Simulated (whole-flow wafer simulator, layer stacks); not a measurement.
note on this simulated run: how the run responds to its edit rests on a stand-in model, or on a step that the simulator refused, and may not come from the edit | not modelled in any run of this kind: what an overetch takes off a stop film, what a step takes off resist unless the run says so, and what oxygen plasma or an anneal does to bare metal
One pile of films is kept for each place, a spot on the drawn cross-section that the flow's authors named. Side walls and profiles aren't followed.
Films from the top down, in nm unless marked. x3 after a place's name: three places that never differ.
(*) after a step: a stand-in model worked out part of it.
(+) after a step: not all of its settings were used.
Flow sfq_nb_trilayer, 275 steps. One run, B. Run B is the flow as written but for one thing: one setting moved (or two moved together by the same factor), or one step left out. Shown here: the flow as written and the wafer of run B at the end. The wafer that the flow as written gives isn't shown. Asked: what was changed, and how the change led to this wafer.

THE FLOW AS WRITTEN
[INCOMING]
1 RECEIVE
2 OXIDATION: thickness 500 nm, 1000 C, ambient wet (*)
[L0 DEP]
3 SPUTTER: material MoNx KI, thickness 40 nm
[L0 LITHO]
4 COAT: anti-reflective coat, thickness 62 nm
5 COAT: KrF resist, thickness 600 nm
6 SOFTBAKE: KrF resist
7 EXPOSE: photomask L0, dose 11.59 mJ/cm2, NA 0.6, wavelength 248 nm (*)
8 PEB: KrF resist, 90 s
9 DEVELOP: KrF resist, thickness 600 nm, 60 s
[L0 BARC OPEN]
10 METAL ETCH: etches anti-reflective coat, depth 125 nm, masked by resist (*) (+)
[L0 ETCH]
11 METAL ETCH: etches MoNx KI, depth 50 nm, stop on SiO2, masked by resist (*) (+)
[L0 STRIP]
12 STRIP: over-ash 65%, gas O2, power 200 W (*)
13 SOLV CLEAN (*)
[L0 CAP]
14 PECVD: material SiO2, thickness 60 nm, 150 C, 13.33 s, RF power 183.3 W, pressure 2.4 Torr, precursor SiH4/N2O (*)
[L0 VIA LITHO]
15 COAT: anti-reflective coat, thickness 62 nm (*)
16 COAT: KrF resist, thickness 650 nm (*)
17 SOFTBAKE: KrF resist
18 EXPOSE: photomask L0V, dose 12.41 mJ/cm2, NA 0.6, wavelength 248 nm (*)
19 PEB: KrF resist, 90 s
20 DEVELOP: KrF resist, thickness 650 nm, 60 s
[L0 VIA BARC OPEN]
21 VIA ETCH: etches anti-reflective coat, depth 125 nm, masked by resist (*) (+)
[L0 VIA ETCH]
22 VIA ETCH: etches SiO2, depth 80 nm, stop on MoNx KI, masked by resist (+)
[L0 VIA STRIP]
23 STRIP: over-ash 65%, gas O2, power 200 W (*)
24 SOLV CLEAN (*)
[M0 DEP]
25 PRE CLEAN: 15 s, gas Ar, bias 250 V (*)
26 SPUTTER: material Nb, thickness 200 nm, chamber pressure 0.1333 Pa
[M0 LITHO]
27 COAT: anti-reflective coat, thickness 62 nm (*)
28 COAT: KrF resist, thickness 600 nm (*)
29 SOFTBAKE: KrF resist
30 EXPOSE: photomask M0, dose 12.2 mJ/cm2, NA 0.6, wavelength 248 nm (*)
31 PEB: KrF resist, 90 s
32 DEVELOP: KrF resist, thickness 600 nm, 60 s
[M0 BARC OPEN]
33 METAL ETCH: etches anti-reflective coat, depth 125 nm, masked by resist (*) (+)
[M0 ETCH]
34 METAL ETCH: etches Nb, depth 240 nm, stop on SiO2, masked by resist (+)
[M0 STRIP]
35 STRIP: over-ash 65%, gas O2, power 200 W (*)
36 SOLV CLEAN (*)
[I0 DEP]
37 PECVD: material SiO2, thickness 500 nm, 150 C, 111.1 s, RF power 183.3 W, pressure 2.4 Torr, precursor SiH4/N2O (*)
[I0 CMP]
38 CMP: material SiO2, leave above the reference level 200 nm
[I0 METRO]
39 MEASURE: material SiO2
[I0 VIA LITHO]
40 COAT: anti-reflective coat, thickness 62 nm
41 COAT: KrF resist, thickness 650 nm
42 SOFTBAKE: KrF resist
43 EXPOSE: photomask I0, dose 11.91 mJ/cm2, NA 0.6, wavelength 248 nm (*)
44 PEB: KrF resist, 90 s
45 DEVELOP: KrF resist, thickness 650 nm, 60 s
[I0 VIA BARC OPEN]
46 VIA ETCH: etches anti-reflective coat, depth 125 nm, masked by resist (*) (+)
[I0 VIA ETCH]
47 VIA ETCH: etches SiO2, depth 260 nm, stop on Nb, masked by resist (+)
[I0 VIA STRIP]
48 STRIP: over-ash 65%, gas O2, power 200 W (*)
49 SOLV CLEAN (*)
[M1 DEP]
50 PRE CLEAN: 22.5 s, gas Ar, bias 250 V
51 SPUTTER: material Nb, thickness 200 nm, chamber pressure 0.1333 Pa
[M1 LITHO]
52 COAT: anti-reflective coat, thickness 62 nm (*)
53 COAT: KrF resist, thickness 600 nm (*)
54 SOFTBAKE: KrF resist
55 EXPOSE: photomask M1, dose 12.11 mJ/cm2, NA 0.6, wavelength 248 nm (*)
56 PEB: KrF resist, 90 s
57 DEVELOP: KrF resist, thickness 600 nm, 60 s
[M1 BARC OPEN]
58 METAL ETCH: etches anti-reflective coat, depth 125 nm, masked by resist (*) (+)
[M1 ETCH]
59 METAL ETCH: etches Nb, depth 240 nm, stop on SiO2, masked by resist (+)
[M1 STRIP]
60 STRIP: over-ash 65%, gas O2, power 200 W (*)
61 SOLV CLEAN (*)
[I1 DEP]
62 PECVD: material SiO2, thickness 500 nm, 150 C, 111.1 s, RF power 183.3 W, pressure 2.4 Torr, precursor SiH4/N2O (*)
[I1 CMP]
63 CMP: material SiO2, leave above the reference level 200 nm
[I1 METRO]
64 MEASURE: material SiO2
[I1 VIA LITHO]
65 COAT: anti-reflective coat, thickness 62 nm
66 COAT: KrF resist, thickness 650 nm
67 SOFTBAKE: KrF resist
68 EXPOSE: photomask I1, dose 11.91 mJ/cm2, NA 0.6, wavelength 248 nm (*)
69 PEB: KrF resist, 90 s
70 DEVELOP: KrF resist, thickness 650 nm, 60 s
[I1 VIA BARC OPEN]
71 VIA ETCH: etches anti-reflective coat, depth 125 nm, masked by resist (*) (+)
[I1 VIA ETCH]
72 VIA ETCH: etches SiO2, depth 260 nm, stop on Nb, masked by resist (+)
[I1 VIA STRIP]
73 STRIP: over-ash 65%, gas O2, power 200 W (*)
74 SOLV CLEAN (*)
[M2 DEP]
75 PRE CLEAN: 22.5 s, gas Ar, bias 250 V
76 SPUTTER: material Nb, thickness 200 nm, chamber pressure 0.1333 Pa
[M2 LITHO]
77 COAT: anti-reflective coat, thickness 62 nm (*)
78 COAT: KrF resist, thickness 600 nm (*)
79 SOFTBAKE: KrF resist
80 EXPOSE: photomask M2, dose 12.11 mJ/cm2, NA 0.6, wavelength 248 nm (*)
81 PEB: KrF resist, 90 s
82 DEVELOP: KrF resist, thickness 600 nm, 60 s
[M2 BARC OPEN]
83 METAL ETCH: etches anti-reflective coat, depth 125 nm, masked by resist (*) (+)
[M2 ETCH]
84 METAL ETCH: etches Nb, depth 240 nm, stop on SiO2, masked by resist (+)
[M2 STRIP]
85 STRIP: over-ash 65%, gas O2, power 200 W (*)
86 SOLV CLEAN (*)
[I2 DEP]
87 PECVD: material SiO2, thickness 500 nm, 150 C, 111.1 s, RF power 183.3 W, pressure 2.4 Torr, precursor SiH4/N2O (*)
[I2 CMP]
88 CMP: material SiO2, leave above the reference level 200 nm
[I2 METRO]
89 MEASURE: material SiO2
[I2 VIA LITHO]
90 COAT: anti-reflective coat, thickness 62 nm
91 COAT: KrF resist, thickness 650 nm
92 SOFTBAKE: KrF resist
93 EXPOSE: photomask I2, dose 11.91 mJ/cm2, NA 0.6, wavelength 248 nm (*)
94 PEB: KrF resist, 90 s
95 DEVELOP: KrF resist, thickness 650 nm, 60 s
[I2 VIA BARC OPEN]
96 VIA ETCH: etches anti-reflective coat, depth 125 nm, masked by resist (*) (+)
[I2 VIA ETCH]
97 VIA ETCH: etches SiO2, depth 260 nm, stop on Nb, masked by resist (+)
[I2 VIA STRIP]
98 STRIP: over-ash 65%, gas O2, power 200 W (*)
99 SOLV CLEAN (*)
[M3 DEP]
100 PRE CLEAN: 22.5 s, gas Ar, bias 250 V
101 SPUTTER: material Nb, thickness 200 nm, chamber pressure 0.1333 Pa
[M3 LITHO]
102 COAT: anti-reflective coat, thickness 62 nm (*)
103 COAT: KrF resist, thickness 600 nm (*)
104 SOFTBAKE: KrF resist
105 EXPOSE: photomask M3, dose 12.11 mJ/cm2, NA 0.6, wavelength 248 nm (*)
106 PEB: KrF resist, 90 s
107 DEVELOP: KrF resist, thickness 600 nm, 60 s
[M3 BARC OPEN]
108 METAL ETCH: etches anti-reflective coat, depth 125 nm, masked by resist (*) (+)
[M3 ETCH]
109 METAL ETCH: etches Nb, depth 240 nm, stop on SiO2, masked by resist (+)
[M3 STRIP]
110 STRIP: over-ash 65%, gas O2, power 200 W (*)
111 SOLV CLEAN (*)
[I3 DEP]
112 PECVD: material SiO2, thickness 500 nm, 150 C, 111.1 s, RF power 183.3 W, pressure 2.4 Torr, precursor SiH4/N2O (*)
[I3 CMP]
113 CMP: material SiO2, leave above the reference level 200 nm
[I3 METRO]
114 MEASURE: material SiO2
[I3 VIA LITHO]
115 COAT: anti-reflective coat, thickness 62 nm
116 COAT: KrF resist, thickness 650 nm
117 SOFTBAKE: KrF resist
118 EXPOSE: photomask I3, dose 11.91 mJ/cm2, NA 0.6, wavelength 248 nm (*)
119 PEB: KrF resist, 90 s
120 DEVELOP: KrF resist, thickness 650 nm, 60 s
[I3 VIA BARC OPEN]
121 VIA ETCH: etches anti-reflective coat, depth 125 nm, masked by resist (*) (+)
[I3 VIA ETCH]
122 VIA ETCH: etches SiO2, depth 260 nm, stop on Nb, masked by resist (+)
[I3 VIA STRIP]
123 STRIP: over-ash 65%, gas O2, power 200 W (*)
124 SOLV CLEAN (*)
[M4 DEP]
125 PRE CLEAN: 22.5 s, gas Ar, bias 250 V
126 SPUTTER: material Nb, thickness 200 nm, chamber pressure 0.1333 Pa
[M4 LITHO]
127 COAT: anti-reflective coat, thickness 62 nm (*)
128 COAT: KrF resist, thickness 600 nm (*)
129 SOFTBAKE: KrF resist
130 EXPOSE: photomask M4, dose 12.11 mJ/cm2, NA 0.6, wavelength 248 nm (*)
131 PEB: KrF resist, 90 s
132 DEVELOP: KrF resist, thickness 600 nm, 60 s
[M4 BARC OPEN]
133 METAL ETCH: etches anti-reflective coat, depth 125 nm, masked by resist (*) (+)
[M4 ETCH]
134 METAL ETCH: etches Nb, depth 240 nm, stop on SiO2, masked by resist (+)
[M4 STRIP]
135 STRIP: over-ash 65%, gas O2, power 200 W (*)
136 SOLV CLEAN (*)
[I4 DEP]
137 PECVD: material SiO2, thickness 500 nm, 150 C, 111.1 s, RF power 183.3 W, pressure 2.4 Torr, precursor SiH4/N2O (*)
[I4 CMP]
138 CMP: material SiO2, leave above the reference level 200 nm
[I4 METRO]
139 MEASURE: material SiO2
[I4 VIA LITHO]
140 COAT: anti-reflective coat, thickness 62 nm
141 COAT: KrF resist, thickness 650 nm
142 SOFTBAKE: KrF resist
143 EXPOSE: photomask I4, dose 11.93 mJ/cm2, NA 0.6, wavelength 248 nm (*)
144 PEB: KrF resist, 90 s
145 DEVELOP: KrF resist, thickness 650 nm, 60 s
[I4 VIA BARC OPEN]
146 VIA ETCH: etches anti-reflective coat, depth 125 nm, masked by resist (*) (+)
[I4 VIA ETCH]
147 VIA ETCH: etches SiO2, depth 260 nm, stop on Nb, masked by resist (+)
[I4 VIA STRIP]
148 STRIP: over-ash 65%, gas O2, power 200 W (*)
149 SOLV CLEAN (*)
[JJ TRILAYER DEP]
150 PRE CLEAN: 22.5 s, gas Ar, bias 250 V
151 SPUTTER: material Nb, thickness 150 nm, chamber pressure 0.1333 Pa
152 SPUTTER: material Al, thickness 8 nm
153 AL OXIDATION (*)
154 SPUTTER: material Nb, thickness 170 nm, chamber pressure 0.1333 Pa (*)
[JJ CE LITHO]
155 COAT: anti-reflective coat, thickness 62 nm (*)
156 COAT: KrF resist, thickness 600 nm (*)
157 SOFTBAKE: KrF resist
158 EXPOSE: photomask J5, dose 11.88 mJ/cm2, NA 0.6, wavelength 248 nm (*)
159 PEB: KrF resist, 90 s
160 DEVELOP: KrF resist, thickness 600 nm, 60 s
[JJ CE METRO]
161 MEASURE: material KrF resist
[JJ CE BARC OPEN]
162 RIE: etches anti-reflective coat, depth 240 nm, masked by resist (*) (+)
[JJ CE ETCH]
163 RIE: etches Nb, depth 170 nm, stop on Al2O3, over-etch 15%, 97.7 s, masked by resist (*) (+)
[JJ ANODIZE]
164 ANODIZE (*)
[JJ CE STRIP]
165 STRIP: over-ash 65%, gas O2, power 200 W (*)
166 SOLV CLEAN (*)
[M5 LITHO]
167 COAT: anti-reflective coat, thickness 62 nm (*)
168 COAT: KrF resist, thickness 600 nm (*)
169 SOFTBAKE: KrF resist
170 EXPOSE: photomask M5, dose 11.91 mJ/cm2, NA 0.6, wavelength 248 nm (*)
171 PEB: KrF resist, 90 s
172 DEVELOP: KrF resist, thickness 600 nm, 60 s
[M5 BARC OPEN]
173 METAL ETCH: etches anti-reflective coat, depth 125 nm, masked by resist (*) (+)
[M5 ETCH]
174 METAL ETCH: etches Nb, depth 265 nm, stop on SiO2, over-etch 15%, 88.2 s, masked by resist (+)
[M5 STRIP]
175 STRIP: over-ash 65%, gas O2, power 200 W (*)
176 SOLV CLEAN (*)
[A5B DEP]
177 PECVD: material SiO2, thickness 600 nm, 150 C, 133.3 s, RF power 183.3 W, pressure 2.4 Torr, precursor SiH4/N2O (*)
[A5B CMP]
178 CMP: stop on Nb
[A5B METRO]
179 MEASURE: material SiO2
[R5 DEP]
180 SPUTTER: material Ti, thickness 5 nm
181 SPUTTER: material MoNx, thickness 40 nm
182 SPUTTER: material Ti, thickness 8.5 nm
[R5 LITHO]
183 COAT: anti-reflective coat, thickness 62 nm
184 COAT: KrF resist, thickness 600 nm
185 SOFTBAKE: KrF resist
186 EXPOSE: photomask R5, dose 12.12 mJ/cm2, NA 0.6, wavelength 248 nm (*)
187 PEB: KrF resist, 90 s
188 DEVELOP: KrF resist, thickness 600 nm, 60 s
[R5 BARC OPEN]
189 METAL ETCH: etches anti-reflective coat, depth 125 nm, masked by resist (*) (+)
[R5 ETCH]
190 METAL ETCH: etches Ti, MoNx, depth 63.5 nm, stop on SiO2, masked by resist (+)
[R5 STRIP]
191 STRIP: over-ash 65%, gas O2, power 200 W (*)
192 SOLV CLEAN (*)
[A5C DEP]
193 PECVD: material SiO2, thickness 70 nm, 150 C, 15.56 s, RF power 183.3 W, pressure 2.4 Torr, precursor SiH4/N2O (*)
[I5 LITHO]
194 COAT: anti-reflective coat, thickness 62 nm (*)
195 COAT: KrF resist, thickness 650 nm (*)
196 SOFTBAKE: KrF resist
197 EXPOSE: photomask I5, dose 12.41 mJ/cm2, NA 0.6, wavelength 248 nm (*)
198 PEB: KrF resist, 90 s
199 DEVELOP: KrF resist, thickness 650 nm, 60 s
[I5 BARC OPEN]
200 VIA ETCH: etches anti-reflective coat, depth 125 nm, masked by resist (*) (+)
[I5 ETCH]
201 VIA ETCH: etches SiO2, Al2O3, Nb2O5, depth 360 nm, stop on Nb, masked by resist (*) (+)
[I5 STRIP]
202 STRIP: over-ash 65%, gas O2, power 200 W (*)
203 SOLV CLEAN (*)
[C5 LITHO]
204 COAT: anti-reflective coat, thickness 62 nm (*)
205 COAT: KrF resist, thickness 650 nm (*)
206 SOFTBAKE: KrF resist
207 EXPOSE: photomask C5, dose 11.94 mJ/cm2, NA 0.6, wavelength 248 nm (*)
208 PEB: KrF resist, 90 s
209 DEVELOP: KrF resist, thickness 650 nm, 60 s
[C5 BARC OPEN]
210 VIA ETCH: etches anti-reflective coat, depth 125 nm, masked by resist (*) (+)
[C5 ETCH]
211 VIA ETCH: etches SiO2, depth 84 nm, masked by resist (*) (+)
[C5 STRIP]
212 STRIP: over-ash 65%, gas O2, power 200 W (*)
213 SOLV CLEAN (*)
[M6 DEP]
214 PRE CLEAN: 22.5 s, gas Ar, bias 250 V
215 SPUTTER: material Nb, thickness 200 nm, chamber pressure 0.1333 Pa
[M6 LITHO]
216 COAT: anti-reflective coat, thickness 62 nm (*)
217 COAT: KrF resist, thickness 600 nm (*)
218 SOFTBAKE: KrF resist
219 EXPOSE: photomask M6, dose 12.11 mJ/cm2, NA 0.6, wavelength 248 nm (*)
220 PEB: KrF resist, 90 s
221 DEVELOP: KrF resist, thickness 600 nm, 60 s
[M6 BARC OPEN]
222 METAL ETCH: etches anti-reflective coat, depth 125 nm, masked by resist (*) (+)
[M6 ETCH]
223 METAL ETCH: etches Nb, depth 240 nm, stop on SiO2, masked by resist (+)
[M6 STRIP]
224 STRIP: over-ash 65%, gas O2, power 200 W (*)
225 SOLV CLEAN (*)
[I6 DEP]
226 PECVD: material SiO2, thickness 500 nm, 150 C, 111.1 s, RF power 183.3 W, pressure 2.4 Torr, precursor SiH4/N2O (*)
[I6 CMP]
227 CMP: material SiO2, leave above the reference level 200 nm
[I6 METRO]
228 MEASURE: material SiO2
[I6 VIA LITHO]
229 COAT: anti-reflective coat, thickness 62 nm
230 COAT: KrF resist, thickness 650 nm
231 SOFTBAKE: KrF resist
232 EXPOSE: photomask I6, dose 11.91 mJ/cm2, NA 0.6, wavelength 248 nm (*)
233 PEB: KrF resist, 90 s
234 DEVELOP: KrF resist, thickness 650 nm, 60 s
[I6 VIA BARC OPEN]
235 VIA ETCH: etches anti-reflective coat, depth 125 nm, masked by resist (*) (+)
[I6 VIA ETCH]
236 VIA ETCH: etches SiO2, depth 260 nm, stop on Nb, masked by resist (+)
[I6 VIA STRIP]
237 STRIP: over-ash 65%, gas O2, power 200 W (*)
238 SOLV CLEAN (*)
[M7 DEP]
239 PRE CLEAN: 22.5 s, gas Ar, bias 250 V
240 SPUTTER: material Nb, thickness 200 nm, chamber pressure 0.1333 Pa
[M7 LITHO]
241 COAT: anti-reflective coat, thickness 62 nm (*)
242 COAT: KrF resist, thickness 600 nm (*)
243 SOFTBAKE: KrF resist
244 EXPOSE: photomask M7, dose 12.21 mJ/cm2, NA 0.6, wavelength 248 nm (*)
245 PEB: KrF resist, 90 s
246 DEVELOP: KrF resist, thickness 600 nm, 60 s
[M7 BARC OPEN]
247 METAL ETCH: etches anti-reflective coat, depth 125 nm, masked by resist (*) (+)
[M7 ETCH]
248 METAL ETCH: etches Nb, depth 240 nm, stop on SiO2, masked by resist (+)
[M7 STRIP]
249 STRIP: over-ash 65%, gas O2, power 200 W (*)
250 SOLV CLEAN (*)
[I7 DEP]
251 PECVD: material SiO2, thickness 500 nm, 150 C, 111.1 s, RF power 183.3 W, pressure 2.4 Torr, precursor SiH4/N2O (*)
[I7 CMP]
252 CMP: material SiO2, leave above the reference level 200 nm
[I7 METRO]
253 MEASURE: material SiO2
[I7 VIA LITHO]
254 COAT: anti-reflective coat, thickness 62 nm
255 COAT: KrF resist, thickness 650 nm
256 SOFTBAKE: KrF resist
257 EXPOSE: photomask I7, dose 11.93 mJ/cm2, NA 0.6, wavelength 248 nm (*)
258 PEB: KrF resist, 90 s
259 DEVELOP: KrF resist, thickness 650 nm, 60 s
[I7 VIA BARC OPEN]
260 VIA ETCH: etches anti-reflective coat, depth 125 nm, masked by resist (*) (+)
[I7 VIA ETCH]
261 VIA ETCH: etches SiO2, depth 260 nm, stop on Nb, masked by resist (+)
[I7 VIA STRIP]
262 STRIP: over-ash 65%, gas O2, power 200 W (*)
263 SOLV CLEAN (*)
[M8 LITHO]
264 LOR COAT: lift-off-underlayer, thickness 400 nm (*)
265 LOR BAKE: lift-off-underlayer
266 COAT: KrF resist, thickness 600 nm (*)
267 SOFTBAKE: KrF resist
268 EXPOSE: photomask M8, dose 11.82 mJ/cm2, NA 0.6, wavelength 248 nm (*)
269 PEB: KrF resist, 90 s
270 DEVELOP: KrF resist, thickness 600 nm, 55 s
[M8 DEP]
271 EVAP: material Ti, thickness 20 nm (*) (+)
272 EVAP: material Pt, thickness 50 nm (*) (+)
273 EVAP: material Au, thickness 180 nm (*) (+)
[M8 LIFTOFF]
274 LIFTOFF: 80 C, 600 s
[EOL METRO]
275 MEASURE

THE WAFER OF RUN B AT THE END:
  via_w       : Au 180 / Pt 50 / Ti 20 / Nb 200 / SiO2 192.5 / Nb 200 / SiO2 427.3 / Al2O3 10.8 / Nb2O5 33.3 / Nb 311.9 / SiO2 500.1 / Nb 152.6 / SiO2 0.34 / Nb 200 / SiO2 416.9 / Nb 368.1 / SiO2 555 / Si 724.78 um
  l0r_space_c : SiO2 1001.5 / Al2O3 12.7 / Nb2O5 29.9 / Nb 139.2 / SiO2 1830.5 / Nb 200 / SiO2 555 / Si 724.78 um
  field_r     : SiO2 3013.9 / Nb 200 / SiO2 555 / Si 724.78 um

The cause: step 88, CMP: leave above the reference level 268 nm was run, where the flow has leave above the reference level 200 nm.

How the change led to this, step by step:
  88 CMP: material SiO2, leave above the reference level 200 nm
      field_l, be, be_sur and 81 more: SiO2 -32 (as written it would be: SiO2 -100)
      v_sur, via_wl, via_w and 18 more: SiO2 -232 (as written it would be: SiO2 -300)
      (and at 1 more place)
  97 VIA ETCH: etches SiO2, depth 260 nm, stop on Nb, masked by resist (+)
      via_w: SiO2 -260 (as written it would be: SiO2 -199.8 (all of it))
  100 PRE CLEAN: 22.5 s, gas Ar, bias 250 V
      via_w: SiO2 -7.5 (as written it would be: Nb -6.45)
  101 SPUTTER: material Nb, thickness 200 nm, chamber pressure 0.1333 Pa
      via_w: Nb +152.6 (new film) (as written it would be: Nb +165.5)
  102 COAT: anti-reflective coat, thickness 62 nm (*)
      via_wl, via_wr: anti-reflective coat +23 (new film) (as written it would be: anti-reflective coat +34.2 (new film))
      v_sur: anti-reflective coat +55.7 (new film) (as written it would be: anti-reflective coat +61.1 (new film))
      (and at 2 more places)
  103 COAT: KrF resist, thickness 600 nm (*)
      via_w: KrF resist +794 (new film) (as written it would be: KrF resist +737.9 (new film))
  110 STRIP: over-ash 65%, gas O2, power 200 W (*)
      v_sur: KrF resist -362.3 (all of it), anti-reflective coat -55.7 (all of it) (as written it would be: KrF resist -365.3 (all of it), anti-reflective coat -61.1 (all of it))
      via_wl: KrF resist -383.9 (all of it), anti-reflective coat -23 (all of it) (as written it would be: KrF resist -384.2 (all of it), anti-reflective coat -34.2 (all of it))
      (and at 3 more places)
  112 PECVD: material SiO2, thickness 500 nm, 150 C, 111.1 s, RF power 183.3 W, pressure 2.4 Torr, precursor SiH4/N2O (*)
      via_w: SiO2 +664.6 (new film) (as written it would be: SiO2 +615 (new film))
  113 CMP: material SiO2, leave above the reference level 200 nm
      via_w: SiO2 -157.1 (as written it would be: SiO2 -181.6)
Counting metal films that touch as one body, via_w has 6 bodies (between them, from the top down: SiO2 192.5; SiO2 427.3 / Al2O3 10.8 / Nb2O5 33.3; SiO2 500.1; SiO2 0.34; SiO2 416.9); the flow as written gives 5 bodies (between them, from the top down: SiO2 192.5; SiO2 427.3 / Al2O3 10.8 / Nb2O5 33.3; SiO2 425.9; SiO2 416.9).
